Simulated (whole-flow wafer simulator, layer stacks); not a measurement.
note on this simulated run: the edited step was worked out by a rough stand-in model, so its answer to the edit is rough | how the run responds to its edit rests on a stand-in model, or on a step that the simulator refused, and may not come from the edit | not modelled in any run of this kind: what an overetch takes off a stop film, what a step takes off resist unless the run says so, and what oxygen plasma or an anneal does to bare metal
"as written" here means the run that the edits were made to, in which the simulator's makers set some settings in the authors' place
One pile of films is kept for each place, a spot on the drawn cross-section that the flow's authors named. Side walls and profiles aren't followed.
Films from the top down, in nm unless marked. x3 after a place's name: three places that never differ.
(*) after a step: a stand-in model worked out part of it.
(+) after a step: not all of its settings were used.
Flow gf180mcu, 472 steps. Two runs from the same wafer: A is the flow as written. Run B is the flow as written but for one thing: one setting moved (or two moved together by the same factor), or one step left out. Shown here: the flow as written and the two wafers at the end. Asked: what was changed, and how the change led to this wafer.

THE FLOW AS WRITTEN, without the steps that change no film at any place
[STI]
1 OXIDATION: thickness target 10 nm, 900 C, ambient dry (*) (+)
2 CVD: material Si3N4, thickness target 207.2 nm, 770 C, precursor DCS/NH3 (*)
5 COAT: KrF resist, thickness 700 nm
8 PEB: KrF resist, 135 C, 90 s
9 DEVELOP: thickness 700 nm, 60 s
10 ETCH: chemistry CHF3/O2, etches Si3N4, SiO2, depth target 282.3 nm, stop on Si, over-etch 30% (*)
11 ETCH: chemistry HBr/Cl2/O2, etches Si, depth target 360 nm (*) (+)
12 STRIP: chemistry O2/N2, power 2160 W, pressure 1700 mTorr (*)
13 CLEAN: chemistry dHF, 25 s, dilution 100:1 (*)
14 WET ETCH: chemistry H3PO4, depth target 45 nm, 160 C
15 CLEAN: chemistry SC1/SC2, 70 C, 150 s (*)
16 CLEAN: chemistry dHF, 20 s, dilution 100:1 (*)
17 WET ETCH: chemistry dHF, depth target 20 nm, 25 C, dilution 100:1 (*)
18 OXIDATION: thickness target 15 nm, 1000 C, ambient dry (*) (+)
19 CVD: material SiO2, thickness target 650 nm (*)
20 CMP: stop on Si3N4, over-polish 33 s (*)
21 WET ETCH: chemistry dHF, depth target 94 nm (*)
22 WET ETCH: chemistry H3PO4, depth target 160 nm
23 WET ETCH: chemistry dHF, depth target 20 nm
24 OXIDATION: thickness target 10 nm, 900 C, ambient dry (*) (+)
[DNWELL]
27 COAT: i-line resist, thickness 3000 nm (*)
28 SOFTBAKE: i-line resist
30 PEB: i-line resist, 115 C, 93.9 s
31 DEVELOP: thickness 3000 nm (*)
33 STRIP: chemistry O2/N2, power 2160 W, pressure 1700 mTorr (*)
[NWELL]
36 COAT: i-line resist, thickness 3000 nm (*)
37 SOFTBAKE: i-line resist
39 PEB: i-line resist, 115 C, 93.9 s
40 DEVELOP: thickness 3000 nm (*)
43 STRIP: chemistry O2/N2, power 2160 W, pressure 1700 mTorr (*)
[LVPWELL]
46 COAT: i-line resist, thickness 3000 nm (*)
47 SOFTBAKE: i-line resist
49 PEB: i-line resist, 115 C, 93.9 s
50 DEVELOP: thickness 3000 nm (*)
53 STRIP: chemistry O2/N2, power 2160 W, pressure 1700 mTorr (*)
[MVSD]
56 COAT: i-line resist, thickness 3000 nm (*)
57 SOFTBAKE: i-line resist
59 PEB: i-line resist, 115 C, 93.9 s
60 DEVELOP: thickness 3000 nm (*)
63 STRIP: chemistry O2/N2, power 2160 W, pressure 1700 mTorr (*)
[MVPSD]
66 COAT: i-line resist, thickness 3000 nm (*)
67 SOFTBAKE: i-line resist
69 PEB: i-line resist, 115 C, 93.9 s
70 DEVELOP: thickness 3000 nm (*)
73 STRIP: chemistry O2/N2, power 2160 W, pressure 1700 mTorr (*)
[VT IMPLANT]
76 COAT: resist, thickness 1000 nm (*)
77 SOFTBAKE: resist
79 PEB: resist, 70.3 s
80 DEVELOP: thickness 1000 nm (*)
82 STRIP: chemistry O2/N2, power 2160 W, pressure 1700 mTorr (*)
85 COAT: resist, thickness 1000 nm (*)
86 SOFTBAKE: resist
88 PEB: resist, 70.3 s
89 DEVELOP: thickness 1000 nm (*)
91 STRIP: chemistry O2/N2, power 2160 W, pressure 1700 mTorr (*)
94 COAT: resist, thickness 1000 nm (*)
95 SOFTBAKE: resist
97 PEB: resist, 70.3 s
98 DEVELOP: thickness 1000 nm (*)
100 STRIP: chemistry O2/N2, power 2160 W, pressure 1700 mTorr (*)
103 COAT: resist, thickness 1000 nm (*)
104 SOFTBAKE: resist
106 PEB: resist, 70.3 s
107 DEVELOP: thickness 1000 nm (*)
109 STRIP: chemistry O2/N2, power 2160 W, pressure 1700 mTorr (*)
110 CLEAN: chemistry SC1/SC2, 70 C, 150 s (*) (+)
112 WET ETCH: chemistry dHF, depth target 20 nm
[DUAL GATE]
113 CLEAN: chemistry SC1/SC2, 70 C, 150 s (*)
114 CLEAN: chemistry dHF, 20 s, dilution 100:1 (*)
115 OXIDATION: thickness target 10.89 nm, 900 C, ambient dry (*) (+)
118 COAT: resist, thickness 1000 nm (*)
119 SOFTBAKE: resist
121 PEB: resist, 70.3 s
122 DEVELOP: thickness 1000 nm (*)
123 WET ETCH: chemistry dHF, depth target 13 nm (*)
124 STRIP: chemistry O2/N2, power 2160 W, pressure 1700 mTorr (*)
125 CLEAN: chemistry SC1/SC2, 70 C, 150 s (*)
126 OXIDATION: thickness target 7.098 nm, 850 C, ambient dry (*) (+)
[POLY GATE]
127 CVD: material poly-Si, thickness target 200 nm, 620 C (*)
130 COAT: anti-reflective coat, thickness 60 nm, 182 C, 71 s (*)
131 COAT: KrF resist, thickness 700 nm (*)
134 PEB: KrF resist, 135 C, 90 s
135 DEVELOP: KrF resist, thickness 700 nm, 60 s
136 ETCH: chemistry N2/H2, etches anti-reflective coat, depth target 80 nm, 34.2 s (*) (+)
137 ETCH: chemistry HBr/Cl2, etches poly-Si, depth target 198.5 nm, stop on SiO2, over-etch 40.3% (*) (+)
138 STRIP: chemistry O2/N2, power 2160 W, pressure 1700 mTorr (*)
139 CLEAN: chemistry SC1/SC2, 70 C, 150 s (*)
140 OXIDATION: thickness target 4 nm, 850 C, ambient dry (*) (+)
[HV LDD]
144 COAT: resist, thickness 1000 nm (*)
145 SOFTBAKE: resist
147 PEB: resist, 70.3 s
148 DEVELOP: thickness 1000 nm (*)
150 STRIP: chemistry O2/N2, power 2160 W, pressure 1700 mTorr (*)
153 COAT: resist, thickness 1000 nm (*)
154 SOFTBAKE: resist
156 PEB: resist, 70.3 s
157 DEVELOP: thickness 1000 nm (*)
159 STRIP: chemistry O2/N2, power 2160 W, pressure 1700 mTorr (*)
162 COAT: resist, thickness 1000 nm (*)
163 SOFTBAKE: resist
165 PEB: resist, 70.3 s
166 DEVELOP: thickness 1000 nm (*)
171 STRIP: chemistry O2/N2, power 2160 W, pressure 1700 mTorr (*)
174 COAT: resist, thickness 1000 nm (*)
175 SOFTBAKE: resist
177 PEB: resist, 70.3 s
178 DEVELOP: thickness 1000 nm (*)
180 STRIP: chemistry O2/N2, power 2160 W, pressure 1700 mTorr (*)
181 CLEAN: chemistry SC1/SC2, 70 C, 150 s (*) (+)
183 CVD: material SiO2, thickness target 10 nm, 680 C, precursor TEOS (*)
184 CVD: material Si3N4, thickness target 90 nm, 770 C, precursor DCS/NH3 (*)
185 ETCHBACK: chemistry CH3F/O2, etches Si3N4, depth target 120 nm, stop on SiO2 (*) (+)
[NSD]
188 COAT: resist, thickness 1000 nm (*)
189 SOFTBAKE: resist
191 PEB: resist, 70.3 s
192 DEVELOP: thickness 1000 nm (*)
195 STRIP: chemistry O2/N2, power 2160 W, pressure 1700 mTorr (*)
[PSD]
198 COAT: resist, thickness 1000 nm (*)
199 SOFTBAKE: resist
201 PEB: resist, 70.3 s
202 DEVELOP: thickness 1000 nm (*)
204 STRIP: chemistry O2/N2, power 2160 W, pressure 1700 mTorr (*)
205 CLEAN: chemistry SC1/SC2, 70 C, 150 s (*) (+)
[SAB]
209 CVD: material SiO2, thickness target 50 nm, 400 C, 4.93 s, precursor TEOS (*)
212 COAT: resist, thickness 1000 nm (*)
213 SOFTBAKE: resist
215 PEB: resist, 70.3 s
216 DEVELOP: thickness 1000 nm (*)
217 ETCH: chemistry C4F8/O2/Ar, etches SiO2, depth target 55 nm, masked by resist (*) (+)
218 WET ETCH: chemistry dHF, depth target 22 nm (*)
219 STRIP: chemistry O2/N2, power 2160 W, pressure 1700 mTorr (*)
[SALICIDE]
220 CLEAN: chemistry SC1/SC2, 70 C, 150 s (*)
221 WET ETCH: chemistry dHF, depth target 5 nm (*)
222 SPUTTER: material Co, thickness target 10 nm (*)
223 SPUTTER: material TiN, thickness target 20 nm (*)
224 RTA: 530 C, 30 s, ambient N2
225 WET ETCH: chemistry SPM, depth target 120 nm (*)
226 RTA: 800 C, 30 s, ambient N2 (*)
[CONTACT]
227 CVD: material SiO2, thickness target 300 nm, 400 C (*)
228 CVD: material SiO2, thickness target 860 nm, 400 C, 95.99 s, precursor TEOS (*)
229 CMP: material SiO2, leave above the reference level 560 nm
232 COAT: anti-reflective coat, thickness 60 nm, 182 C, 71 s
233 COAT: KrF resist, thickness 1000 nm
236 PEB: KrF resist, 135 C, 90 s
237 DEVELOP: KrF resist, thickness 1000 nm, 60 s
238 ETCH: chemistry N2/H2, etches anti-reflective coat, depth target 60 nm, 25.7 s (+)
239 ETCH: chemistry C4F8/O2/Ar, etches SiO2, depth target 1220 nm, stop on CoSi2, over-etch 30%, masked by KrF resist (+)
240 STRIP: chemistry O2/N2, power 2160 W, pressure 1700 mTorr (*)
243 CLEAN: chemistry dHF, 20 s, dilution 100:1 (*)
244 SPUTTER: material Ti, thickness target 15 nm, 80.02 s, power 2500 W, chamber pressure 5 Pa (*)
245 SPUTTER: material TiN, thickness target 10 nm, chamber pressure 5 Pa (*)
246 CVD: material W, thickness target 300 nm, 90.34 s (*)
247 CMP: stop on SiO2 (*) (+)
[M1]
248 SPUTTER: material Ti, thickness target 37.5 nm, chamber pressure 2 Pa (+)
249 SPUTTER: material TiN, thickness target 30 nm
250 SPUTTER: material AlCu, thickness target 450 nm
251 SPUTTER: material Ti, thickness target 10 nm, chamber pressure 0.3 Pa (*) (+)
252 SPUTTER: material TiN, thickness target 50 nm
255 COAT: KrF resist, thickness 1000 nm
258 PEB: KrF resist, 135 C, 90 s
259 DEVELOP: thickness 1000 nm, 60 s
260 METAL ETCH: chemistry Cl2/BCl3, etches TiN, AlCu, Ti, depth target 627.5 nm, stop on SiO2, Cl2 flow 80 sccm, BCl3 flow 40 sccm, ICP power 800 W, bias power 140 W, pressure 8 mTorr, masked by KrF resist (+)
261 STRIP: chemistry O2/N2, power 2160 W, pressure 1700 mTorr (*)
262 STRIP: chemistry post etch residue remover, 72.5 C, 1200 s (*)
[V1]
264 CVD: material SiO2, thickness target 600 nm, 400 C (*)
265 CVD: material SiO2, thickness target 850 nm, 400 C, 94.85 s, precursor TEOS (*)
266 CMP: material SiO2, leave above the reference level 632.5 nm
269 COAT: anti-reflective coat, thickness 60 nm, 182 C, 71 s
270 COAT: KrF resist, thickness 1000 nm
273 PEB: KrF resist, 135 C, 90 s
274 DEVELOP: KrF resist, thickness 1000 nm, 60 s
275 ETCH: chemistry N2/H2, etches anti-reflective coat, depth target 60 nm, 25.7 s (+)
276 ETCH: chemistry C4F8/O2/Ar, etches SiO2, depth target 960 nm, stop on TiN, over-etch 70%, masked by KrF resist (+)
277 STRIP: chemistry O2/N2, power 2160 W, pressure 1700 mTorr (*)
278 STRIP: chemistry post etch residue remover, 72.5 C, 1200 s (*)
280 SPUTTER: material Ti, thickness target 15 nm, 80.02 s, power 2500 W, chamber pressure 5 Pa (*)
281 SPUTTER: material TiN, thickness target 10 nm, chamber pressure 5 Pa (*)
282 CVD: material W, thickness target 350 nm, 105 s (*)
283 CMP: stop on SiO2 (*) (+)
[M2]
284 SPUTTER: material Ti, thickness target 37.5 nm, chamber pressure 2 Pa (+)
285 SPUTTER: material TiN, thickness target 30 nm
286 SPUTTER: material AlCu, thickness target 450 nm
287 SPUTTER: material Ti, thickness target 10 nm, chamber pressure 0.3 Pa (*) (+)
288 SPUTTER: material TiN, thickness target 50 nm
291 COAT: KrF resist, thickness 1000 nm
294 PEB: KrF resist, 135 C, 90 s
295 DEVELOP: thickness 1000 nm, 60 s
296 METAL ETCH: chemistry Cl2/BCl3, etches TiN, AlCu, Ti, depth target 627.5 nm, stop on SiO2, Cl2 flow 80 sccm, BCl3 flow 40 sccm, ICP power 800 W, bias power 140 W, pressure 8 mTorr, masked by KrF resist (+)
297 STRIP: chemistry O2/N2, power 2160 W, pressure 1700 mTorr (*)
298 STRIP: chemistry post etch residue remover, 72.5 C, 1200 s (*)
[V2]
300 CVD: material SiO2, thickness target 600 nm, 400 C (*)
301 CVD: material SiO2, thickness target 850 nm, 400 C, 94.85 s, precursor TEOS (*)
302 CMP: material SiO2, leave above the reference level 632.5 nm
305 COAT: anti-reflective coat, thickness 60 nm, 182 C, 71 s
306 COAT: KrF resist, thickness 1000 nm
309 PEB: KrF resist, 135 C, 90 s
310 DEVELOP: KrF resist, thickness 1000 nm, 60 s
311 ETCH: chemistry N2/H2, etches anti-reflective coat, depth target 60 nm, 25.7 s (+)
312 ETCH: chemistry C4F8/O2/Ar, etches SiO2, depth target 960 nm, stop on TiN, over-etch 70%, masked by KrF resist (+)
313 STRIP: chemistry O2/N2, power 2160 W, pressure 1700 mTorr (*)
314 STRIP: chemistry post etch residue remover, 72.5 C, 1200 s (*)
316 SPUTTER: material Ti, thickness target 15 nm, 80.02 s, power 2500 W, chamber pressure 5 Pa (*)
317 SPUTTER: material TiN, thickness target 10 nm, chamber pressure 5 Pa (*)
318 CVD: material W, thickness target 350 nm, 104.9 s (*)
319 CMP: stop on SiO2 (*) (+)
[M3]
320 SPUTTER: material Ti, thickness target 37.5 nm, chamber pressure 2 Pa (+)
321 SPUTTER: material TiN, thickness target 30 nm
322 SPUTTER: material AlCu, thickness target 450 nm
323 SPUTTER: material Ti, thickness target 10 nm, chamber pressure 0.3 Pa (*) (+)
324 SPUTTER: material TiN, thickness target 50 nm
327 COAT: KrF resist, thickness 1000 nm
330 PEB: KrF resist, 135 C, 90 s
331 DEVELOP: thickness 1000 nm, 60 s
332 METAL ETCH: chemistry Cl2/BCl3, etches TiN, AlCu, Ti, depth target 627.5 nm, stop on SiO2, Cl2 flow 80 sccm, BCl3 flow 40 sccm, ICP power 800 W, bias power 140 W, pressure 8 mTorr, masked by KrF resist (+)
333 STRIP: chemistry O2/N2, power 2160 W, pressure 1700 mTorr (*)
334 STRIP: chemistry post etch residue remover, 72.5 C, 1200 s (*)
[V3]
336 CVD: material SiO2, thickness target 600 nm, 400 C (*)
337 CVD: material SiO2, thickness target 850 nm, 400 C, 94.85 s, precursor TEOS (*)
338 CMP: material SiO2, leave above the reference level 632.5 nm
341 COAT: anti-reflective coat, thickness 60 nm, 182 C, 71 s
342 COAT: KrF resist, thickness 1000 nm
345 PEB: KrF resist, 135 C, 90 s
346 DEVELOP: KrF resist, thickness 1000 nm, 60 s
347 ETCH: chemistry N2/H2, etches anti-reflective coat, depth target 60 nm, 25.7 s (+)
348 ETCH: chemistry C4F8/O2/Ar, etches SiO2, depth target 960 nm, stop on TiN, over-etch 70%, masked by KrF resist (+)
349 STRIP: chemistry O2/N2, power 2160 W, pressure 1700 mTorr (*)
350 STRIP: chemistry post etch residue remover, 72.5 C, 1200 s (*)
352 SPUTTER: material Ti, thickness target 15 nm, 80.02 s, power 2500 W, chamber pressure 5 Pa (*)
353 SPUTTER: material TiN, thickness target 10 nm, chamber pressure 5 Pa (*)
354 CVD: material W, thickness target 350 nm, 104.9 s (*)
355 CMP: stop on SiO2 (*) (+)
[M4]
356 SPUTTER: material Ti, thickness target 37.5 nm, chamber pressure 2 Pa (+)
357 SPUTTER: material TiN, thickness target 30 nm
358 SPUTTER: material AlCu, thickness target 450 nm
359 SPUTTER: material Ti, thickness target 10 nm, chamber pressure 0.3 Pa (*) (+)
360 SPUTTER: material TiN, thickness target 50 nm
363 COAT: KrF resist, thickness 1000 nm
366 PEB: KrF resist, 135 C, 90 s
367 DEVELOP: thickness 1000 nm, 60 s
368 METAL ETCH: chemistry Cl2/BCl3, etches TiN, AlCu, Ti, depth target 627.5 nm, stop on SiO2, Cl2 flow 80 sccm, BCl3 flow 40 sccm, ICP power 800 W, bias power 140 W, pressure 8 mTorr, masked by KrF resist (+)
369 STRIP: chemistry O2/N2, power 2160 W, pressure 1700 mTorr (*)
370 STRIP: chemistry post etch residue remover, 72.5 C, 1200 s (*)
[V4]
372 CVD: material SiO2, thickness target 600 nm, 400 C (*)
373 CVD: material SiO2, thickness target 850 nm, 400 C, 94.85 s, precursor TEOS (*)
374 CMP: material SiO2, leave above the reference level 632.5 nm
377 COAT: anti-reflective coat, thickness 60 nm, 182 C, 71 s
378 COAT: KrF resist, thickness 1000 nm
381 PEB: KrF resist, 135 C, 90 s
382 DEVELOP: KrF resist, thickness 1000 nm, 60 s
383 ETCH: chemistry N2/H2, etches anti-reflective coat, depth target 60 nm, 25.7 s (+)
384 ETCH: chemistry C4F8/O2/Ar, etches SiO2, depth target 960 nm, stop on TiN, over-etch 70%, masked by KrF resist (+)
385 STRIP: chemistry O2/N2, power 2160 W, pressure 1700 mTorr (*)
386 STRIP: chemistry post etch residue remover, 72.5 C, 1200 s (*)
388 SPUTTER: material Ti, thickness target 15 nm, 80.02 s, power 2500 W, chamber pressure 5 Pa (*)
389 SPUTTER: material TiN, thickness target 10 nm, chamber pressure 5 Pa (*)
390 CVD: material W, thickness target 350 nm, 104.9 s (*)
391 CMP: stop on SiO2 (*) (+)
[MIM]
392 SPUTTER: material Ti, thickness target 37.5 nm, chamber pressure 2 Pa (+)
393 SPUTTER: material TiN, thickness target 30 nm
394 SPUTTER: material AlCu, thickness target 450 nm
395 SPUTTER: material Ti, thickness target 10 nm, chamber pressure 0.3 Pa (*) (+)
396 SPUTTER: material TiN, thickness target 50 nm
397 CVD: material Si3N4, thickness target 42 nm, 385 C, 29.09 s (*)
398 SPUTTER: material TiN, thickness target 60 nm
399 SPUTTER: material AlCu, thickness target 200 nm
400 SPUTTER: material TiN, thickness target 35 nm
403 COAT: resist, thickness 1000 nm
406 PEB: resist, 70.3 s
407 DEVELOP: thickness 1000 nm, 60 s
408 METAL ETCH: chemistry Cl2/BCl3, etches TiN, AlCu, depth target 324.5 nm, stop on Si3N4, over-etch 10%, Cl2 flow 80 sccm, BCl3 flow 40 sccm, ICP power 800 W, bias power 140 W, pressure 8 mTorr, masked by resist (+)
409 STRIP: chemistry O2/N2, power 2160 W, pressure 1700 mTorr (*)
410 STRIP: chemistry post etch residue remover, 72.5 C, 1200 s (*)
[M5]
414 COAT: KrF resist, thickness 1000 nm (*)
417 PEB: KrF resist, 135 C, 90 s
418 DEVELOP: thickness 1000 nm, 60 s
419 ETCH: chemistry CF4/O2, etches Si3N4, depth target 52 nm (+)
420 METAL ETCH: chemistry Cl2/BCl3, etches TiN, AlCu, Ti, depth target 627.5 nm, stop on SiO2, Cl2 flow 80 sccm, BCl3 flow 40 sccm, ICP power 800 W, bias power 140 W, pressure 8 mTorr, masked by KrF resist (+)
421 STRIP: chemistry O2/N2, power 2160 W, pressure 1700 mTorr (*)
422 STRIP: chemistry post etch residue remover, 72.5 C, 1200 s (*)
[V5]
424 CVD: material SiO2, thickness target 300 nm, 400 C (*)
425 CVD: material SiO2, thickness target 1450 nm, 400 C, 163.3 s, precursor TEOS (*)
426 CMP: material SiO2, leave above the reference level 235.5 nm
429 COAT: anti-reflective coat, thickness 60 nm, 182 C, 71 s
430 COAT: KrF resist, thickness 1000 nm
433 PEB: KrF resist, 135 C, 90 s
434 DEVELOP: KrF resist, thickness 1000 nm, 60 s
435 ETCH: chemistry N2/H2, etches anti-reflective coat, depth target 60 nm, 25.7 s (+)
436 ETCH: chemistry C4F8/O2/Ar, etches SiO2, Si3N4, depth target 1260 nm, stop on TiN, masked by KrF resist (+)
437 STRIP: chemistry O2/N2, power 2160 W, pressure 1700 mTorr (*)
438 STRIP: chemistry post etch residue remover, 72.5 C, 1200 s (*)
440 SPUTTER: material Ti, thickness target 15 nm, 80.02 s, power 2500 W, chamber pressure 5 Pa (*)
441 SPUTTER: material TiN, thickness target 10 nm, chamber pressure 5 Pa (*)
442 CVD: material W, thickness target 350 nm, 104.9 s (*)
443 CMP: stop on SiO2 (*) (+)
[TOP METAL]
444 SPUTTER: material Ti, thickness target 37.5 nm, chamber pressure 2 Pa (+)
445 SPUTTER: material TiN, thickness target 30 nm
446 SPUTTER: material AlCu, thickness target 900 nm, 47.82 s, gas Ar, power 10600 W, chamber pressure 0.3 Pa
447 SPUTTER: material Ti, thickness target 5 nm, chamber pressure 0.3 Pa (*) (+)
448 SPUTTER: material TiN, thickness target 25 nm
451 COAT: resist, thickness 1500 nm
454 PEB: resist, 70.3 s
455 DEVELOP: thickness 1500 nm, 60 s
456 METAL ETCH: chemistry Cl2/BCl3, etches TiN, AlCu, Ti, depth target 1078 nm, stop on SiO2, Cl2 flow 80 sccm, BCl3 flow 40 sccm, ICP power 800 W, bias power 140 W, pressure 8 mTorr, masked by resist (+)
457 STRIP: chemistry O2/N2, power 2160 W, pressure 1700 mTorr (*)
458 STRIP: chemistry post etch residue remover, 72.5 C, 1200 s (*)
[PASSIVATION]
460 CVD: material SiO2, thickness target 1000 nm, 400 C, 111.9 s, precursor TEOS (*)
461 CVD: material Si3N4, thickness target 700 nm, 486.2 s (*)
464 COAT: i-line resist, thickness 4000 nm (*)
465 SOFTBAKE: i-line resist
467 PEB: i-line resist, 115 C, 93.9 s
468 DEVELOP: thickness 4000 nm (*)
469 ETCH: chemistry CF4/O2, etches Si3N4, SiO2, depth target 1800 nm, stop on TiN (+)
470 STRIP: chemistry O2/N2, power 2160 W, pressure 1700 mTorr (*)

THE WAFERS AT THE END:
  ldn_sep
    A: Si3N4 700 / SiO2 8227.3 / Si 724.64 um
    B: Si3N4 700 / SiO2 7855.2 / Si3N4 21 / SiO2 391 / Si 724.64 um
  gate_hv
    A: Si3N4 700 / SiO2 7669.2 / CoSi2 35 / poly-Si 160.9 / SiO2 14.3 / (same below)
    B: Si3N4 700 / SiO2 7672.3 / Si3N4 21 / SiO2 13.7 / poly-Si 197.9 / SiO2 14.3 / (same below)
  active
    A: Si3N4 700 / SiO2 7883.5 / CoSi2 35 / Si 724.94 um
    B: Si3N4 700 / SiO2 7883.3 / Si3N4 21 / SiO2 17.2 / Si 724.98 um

The cause: step 185, ETCHBACK: depth target 64.8 nm was run, where the flow has depth target 120 nm.

How the change led to this, step by step:
  185 ETCHBACK: chemistry CH3F/O2, etches Si3N4, depth target 120 nm, stop on SiO2 (*) (+)
      field, field__w1, field__w2 and 100 more: A Si3N4 -90 (all of it), SiO2 -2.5 | B Si3N4 -64.8
  188 COAT: resist, thickness 1000 nm (*)
      spacer: A resist +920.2 (new film) | B resist +948 (new film)
  189 SOFTBAKE: resist
      field__w9: A resist +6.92 | B resist -3.14
      nw_enc_fld_lv: A resist +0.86 | B resist +5.57
  192 DEVELOP: thickness 1000 nm (*)
      spacer: A resist -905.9 (all of it) | B resist -933.2 (all of it)
  198 COAT: resist, thickness 1000 nm (*)
      spacer: A resist +920.2 (new film) | B resist +948 (new film)
  199 SOFTBAKE: resist
      field__w9: A resist +6.92 | B resist -3.14
      nw_enc_fld_lv: A resist +0.86 | B resist +5.57
  204 STRIP: chemistry O2/N2, power 2160 W, pressure 1700 mTorr (*)
      spacer: A resist -905.9 (all of it) | B resist -933.2 (all of it)
  205 CLEAN: chemistry SC1/SC2, 70 C, 150 s (*) (+)
      field, field__w1, field__w2 and 105 more: A SiO2 -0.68 | B Si3N4 -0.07
  209 CVD: material SiO2, thickness target 50 nm, 400 C, 4.93 s, precursor TEOS (*)
      field, field__w7, field__w8 and 73 more: A SiO2 +50 | B SiO2 +50 (new film)
      field_sub__w1, field_sub__w3, field_sub__w4, field_sub__w5, ld_drift_n: A SiO2 +48.9 | B SiO2 +48.8 (new film)
      (and at 27 more places)
  212 COAT: resist, thickness 1000 nm (*)
      spacer: A resist +919.4 (new film) | B resist +947.6 (new film)
  216 DEVELOP: thickness 1000 nm (*)
      spacer: A resist -905.1 (all of it) | B resist -932.8 (all of it)
  217 ETCH: chemistry C4F8/O2/Ar, etches SiO2, depth target 55 nm, masked by resist (*) (+)
      field, field__w7, field__w8 and 70 more: A SiO2 -55 | B SiO2 -50 (all of it), Si3N4 -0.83
      field_sub__w1, field_sub__w3, field_sub__w4, field_sub__w5, ld_drift_n: A SiO2 -55 | B SiO2 -48.8 (all of it), Si3N4 -1.03
      (and at 21 more places)
  218 WET ETCH: chemistry dHF, depth target 22 nm (*)
      gate, gate_hv, gate_p and 23 more: A SiO2 -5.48 (all of it) | B Si3N4 -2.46
      field, field__w10, sti and 14 more: A SiO2 -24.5 | B Si3N4 -2.46
      (and at 56 more places)
  219 STRIP: chemistry O2/N2, power 2160 W, pressure 1700 mTorr (*)
      gate, gate_hv, gate_p and 23 more: A chemical SiO2 +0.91 (new film), poly-Si -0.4 | B nothing
      active, p_well, sd_n and 20 more: A chemical SiO2 +0.91 (new film), Si -0.4 | B nothing
  220 CLEAN: chemistry SC1/SC2, 70 C, 150 s (*)
      field, field__w2, field__w7 and 40 more: A SiO2 -0.68 | B nothing
      field__w1, field__w3, field__w6, field__w12, m1, nw_enc_fld_lv, nw_enc_fld_lv__w3: A SiO2 -0.68 | B Si3N4 -0.07
  221 WET ETCH: chemistry dHF, depth target 5 nm (*)
      active, p_well, gate and 46 more: A chemical SiO2 -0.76 (all of it) | B Si3N4 -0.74
      field, field__w1, field__w2 and 23 more: A SiO2 -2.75 | B Si3N4 -0.74
      (and at 24 more places)
  ... 9 more steps ...
  471 ANNEAL: 400 C, 1800 s, ambient N2/H2
      polyc_n, polyc_p: A nothing | B under 9 films: void +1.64 (new film), Ti -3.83, TiSi first +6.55 (new film), poly-Si -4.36
      contact: A nothing | B under 49 films: void +1.62 (new film), Ti -3.83, TiSi first +6.55 (new film), Si -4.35
Counting metal films that touch as one body, gate_hv has 0 bodies; the flow as written gives 1 body.
Counting metal films that touch as one body, active has 0 bodies; the flow as written gives 1 body.
